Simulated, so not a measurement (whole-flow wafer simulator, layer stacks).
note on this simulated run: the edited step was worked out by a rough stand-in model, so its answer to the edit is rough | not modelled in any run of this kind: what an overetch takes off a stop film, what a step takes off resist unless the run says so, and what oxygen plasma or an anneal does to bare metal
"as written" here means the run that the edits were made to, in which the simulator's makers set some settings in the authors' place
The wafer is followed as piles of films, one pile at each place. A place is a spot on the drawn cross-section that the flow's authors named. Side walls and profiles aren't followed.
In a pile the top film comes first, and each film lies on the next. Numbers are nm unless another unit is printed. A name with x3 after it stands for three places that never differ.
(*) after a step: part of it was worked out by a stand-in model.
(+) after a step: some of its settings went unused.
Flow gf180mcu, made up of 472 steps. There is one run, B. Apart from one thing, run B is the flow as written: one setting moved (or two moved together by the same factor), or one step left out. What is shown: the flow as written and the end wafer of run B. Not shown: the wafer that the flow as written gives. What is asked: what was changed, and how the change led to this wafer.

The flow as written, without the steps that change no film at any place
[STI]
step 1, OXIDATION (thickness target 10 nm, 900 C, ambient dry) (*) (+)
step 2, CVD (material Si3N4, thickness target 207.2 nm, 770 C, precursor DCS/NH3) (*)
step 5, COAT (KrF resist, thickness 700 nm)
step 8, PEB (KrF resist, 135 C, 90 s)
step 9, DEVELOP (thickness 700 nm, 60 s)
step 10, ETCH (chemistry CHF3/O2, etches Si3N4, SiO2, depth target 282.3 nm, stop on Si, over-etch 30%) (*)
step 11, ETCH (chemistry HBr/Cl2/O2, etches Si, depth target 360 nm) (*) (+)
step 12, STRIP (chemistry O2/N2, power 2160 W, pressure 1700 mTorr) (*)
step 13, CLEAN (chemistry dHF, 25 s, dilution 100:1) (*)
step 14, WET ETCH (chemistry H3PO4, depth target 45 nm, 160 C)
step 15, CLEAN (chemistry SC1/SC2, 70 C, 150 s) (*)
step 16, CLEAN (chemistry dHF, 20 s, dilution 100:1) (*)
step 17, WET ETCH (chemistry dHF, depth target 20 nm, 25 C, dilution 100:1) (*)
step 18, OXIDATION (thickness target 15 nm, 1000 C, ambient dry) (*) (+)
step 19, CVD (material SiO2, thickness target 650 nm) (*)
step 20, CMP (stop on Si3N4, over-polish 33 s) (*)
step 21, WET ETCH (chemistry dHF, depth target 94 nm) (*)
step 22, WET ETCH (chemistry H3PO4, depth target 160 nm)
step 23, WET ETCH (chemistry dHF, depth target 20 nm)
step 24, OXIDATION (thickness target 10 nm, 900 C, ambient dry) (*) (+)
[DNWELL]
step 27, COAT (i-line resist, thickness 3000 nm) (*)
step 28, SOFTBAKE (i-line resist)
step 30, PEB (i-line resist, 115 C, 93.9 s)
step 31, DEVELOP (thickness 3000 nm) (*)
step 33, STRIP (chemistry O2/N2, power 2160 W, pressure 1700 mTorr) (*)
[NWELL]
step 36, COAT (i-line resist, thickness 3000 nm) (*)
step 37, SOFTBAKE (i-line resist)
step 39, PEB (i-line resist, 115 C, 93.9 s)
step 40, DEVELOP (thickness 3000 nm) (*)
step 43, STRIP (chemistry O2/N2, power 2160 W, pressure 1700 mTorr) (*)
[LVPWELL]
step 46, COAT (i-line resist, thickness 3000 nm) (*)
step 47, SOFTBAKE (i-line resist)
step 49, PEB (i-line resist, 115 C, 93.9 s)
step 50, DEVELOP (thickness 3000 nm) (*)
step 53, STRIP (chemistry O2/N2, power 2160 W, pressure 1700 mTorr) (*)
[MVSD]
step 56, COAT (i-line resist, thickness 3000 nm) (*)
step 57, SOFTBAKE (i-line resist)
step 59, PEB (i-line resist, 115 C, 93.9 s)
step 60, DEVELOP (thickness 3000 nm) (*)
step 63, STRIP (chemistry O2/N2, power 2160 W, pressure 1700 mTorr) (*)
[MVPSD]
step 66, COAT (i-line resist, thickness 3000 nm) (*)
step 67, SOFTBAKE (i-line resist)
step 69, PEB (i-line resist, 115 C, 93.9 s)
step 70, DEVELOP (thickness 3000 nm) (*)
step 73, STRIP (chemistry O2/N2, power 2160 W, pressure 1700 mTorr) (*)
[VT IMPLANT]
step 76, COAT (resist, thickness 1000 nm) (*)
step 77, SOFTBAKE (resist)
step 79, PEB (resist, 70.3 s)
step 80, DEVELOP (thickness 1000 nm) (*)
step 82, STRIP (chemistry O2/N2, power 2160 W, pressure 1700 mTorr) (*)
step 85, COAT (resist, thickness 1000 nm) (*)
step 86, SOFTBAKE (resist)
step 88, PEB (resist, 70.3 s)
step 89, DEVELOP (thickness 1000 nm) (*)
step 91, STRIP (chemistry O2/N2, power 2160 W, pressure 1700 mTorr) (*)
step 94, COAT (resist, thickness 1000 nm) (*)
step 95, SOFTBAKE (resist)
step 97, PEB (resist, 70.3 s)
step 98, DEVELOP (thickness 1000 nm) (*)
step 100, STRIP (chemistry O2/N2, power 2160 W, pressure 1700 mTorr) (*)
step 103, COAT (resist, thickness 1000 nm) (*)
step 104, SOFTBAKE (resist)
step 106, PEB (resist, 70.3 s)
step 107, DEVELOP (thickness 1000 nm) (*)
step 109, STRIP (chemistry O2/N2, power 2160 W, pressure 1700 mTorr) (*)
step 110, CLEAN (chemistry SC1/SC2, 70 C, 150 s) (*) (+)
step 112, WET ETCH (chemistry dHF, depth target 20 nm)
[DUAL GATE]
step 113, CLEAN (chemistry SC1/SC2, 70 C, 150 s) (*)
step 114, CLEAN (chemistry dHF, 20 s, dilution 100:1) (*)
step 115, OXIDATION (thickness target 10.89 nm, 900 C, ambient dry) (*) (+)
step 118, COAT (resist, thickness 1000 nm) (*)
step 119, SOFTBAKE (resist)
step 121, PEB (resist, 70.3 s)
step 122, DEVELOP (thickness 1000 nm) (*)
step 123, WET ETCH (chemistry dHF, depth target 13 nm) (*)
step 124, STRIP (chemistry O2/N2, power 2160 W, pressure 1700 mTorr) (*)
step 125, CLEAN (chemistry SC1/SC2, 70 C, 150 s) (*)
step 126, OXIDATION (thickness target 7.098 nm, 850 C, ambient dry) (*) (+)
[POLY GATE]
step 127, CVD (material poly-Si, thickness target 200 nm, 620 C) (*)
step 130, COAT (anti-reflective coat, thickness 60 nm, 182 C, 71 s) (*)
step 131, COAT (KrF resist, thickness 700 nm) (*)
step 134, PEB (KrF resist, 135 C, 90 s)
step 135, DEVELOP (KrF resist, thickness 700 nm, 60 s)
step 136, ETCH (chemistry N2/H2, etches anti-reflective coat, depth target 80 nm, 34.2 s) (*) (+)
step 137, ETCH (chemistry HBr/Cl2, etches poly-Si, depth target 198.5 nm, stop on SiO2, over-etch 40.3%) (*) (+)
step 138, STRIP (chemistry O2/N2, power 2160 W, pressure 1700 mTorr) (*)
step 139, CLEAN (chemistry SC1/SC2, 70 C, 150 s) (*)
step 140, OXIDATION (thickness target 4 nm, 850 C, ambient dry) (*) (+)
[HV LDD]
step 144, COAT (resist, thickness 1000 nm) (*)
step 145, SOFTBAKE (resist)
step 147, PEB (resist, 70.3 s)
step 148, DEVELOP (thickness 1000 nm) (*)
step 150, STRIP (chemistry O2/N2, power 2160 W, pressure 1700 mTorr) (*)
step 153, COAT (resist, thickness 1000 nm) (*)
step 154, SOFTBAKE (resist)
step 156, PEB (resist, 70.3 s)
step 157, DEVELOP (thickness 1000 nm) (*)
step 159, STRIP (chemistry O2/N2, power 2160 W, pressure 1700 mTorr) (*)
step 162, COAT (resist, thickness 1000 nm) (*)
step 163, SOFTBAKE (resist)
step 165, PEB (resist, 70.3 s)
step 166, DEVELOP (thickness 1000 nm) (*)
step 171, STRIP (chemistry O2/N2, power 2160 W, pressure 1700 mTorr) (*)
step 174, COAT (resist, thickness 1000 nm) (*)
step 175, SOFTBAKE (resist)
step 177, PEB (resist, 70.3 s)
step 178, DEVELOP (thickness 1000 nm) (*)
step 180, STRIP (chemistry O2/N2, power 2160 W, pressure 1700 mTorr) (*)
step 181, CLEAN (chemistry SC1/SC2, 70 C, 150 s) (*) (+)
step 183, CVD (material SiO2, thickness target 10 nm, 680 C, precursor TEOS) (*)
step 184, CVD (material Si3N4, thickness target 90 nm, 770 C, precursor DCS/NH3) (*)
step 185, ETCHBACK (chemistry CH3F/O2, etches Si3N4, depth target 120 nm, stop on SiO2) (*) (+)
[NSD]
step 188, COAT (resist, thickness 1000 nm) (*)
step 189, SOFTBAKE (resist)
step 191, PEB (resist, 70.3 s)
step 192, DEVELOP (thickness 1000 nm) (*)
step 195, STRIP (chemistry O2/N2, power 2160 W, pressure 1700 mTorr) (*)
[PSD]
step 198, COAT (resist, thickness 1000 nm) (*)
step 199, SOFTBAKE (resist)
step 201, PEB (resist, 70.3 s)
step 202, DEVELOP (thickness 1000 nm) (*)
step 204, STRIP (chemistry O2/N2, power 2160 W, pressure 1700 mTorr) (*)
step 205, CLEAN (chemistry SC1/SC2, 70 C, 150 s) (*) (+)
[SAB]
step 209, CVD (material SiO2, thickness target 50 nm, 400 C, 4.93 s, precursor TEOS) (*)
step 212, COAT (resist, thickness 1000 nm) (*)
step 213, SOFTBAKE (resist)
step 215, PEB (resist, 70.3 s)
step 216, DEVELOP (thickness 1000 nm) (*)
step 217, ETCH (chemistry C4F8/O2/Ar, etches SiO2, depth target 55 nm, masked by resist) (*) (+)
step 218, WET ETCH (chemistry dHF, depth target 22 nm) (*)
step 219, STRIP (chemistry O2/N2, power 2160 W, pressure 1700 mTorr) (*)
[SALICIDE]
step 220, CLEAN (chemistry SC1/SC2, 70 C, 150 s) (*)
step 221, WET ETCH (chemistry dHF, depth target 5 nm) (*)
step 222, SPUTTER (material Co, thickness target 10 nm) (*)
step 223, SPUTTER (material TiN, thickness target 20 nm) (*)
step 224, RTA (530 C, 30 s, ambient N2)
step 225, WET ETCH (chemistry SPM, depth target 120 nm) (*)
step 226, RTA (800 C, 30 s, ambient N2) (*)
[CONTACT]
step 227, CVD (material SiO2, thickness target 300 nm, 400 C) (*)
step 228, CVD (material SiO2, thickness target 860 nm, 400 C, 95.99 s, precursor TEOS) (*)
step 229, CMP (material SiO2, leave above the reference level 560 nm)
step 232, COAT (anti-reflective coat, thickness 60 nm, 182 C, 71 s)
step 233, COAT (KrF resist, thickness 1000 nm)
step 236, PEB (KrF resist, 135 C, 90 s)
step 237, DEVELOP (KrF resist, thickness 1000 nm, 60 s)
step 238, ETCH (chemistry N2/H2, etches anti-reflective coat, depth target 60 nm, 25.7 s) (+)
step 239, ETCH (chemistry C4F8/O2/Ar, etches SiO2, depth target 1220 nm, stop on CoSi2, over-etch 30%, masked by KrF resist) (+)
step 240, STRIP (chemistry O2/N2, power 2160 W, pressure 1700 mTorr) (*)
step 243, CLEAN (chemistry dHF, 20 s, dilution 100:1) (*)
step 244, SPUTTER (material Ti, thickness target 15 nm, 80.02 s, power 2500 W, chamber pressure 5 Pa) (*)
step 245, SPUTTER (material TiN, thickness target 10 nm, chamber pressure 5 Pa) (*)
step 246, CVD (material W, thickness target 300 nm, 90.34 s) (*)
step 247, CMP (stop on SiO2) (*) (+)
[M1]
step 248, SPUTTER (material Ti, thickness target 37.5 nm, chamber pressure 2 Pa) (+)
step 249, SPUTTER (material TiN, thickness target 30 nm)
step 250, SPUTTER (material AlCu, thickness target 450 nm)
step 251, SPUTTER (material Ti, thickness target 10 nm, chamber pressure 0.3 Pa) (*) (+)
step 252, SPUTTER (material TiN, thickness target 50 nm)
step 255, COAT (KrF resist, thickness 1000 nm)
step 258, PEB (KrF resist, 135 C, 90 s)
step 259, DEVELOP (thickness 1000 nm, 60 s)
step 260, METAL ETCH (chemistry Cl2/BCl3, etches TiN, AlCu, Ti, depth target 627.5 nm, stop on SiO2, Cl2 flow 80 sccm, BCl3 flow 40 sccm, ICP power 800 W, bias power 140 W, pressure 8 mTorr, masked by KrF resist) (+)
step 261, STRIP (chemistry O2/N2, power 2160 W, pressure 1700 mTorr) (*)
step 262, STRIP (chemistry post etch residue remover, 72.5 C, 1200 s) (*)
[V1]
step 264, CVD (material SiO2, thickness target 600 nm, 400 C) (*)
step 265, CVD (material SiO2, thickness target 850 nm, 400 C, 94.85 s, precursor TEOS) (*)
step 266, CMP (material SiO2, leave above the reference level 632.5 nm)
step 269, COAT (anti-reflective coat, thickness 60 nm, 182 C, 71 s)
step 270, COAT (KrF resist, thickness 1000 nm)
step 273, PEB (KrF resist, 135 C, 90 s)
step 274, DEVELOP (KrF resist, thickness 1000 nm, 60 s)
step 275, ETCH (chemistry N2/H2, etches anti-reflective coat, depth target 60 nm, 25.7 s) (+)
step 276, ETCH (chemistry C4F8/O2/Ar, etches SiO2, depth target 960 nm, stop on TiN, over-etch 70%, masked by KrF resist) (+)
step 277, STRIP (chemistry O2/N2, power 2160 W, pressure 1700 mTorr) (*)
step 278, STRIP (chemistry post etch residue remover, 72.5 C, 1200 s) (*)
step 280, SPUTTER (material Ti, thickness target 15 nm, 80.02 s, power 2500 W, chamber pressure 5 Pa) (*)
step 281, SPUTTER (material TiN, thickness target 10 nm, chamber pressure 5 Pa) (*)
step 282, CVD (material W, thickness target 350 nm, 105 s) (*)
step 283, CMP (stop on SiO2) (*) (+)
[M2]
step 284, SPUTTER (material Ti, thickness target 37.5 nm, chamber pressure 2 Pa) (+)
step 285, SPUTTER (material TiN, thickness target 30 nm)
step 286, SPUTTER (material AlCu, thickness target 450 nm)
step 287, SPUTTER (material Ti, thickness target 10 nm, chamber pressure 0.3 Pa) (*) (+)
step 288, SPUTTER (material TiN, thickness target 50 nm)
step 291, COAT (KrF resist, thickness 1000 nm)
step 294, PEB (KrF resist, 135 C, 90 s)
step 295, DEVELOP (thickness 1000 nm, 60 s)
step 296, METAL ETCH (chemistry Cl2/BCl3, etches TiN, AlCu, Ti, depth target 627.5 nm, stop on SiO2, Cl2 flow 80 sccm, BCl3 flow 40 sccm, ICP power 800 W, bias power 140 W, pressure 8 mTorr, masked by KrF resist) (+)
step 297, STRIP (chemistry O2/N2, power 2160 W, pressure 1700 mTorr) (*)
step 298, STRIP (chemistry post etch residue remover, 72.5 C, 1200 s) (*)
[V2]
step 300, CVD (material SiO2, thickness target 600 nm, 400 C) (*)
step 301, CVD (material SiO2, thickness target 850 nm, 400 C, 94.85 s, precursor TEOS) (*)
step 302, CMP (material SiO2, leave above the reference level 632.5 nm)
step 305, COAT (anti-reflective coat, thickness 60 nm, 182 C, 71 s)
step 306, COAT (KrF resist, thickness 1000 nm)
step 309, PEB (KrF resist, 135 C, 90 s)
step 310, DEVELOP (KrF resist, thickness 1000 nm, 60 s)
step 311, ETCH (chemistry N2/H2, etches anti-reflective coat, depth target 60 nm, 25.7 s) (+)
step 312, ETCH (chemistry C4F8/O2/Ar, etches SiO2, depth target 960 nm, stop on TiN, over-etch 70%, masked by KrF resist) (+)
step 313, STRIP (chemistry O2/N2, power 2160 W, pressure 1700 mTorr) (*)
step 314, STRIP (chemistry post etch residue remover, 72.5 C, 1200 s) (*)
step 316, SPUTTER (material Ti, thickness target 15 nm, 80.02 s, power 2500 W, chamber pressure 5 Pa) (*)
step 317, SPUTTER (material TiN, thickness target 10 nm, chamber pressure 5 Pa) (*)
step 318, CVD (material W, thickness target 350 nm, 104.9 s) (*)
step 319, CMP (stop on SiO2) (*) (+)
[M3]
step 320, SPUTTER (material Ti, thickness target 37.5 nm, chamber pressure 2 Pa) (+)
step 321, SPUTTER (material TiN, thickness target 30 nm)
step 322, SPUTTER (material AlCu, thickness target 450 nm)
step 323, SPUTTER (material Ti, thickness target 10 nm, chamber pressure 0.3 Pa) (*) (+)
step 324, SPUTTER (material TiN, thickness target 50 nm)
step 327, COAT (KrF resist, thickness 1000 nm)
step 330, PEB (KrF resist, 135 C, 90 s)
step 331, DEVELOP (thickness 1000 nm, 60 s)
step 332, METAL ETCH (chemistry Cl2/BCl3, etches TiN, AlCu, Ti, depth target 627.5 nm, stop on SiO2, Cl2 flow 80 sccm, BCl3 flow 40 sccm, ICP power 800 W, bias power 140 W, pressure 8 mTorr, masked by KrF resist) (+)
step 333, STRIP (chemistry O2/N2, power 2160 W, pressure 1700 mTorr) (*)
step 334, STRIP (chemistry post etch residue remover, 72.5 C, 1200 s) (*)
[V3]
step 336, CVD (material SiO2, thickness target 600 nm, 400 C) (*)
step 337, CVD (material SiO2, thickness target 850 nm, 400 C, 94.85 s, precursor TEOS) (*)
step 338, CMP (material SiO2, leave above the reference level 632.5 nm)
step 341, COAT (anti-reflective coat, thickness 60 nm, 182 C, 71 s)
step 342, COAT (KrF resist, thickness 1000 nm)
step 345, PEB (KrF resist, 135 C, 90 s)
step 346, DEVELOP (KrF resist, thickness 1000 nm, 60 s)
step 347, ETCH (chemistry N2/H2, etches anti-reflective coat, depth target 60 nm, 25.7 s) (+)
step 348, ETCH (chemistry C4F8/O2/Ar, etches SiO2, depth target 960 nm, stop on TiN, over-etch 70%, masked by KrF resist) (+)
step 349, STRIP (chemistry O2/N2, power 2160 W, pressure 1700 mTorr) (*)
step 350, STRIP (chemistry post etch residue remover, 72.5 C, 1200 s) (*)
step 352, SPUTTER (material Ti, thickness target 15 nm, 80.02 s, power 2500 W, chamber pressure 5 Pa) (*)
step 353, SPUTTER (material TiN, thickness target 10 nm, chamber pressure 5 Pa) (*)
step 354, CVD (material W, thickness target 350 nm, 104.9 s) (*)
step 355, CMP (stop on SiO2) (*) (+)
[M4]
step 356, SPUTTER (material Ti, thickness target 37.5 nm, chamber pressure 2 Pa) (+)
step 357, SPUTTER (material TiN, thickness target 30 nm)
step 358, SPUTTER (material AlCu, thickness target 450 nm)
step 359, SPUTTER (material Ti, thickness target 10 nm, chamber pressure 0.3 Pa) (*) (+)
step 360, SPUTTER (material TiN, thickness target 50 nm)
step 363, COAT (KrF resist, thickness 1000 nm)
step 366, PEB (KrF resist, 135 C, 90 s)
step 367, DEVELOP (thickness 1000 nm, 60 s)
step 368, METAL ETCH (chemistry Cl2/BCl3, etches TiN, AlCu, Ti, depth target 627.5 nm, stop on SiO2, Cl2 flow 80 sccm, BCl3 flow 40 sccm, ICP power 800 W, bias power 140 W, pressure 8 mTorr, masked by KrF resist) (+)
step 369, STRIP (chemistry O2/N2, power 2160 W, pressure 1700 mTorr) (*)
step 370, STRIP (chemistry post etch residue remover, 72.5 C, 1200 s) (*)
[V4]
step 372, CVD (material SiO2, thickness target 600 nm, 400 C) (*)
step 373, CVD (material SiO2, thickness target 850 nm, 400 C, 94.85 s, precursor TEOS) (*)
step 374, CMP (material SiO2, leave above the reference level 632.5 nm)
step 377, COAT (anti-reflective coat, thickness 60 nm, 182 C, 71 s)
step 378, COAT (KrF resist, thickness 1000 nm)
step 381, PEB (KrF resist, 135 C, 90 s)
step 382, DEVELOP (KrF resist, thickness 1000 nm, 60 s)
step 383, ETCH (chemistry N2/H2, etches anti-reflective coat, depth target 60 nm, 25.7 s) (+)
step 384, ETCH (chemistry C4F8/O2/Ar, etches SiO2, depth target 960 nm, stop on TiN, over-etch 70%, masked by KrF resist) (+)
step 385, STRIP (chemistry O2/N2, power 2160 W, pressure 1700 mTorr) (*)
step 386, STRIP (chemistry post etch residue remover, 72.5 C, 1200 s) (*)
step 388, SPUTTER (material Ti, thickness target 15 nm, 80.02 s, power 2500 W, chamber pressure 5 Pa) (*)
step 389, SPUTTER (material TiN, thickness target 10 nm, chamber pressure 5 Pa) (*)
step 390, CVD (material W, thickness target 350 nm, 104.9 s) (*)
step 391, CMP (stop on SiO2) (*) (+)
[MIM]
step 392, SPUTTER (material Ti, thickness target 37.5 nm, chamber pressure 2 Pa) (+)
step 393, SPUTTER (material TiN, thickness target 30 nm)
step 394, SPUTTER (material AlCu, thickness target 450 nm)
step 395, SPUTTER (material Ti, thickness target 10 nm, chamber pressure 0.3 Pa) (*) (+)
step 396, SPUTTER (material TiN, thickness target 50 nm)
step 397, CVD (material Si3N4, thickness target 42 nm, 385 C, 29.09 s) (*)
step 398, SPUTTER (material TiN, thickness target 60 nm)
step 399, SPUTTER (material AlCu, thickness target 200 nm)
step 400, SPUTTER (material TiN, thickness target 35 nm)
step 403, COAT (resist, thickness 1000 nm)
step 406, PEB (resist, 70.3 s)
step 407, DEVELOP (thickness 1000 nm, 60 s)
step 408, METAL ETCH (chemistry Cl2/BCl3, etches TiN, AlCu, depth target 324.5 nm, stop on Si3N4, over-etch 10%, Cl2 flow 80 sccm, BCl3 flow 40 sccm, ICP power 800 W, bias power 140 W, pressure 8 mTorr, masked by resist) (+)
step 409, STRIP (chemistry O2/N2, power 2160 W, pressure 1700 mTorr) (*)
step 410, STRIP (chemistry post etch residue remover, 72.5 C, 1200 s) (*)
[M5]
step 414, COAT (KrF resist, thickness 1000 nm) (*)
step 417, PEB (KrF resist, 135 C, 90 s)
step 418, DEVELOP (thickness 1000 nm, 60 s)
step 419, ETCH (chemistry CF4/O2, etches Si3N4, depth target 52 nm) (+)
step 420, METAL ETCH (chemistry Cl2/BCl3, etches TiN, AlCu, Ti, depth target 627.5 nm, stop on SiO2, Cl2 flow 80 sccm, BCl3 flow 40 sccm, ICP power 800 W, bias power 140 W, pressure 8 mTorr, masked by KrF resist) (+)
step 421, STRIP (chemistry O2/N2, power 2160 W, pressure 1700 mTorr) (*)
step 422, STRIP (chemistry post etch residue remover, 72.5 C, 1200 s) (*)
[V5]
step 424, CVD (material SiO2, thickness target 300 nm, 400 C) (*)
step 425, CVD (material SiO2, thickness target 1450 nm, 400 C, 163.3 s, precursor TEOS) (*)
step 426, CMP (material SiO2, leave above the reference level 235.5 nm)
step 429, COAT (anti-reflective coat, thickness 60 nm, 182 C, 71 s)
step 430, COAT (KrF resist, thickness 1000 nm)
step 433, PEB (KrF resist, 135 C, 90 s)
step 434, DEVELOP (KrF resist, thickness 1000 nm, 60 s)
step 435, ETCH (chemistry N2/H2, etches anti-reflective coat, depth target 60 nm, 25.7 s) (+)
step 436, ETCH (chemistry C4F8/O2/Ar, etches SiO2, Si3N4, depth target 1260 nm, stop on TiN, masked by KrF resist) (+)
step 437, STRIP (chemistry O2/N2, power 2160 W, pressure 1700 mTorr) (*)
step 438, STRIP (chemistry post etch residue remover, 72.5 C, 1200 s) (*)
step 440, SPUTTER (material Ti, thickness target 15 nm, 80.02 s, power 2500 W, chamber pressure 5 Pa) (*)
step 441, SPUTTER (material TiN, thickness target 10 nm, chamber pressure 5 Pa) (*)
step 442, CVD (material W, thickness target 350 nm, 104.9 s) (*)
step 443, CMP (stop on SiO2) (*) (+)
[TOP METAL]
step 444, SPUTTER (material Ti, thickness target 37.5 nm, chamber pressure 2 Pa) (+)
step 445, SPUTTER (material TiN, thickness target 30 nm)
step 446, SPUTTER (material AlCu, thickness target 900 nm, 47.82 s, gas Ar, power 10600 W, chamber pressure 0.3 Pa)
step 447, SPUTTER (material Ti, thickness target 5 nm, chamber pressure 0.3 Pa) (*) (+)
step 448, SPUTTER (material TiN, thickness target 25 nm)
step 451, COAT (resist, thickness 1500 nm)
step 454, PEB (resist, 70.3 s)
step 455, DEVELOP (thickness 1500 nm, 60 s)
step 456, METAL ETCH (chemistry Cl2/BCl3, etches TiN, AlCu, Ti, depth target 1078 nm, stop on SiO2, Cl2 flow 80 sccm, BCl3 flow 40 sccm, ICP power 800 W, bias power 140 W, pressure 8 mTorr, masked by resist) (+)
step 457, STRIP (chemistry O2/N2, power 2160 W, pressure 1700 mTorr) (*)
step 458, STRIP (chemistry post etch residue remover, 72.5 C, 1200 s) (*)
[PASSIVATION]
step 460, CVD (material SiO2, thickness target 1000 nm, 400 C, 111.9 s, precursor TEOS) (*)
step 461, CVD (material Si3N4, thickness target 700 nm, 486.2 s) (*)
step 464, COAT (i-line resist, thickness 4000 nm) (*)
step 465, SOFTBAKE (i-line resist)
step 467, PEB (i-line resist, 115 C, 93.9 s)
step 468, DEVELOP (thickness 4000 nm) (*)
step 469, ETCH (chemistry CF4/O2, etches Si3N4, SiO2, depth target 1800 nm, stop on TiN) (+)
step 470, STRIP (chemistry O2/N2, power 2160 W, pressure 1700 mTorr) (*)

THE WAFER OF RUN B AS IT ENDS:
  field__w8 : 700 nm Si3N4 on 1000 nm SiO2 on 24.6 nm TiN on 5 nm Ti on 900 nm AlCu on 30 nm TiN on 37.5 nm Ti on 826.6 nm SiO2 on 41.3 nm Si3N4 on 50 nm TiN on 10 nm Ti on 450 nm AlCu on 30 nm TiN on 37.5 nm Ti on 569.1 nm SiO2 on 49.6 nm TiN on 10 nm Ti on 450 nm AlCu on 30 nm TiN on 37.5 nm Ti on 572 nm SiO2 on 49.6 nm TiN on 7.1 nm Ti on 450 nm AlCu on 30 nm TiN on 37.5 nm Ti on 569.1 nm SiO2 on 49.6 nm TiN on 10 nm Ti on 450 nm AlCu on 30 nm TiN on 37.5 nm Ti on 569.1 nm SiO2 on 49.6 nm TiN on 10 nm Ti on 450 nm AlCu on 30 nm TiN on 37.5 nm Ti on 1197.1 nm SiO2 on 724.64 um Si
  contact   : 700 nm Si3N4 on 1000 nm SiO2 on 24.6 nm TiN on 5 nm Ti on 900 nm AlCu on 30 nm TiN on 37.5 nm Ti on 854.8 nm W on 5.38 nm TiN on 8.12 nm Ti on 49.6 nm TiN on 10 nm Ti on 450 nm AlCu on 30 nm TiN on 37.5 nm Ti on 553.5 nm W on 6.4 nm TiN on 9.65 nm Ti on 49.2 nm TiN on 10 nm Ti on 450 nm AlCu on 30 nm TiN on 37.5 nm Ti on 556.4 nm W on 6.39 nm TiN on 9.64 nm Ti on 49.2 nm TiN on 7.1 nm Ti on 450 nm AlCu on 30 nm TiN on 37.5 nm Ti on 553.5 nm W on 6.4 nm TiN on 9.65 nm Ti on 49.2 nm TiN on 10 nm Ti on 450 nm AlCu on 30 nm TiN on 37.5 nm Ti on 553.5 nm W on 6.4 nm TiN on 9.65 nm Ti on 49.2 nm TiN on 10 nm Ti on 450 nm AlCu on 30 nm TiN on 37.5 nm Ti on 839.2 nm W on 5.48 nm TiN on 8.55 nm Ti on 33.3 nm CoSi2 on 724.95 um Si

The reason: step 323, SPUTTER: thickness target 7.1 nm was run, though the flow has thickness target 10 nm.
The wafer lets one read it off: field__w8 has Ti 7.1, and step 323 as written asks for 10 nm.

Step by step, how the change led to this:
  step 323, SPUTTER (material Ti, thickness target 10 nm, chamber pressure 0.3 Pa) (*) (+)
      field, field__w1, field__w2 and 108 more: Ti gains 7.1 (new film) (as written it would have been: Ti gains 10 (new film))
  step 332, METAL ETCH (chemistry Cl2/BCl3, etches TiN, AlCu, Ti, depth target 627.5 nm, stop on SiO2, Cl2 flow 80 sccm, BCl3 flow 40 sccm, ICP power 800 W, bias power 140 W, pressure 8 mTorr, masked by KrF resist) (+)
      field, field__w1, field__w2 and 103 more: TiN loses 50 (all of it), Ti loses 7.1 (all of it), AlCu loses 450 (all of it), TiN loses 30 (all of it), Ti loses 37.5 (all of it) (as written it would have been: TiN loses 50 (all of it), Ti loses 10 (all of it), AlCu loses 450 (all of it), TiN loses 30 (all of it), Ti loses 37.5 (all of it))
